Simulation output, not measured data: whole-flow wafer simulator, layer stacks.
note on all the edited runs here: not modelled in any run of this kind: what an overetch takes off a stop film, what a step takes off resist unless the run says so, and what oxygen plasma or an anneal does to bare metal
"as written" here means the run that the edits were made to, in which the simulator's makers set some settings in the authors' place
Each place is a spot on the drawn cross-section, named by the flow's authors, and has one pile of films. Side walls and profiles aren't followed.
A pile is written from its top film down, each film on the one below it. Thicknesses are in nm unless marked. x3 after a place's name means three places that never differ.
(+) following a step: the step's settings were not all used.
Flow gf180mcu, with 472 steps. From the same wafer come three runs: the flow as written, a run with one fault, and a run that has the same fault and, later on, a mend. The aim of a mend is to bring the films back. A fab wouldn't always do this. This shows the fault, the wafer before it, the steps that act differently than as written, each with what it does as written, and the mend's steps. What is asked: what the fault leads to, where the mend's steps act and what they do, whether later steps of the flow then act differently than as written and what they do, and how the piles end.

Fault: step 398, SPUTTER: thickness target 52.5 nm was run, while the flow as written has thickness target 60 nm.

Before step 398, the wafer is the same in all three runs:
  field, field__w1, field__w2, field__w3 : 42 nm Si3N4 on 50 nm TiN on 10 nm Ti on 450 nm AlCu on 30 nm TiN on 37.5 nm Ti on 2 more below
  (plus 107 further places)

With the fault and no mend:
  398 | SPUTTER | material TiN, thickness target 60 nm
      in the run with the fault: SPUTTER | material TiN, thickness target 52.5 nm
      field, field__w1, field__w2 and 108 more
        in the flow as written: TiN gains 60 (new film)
        in the run with the fault: TiN gains 52.5 (new film)
  Steps further on in the flow that do not act as written (9 other steps are not shown; they differ only slightly, by no more than 2% or 0.5 nm, whichever is larger):
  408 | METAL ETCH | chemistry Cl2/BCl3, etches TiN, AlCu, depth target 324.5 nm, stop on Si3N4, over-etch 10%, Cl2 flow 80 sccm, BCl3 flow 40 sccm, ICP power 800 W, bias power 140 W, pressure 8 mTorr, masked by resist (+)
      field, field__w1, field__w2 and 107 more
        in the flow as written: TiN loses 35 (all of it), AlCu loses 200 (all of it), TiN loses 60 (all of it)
        in the run with the fault: TiN loses 35 (all of it), AlCu loses 200 (all of it), TiN loses 52.5 (all of it)
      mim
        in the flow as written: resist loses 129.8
        in the run with the fault: resist loses 126.5
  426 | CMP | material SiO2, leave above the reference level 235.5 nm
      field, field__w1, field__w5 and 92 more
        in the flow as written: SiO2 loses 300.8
        in the run with the fault: SiO2 loses 308.3
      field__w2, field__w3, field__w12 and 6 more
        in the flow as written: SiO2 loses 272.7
        in the run with the fault: SiO2 loses 280.2
  By the end, the piles at mim depart from the flow's by more than 2% or 0.5 nm, whichever is larger.
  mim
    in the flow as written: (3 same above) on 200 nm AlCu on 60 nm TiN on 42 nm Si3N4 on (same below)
    in the run with the fault: (3 same above) on 200 nm AlCu on 52.5 nm TiN on 42 nm Si3N4 on (same below)

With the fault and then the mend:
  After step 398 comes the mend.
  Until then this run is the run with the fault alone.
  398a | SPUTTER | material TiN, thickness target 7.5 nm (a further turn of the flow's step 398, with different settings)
      field, field__w1, field__w2 and 108 more
        TiN gains 7.5
  Every later step of the flow that is run acts as written at every place that is followed.
  At every place that both follow, the piles at the end match the flow's.
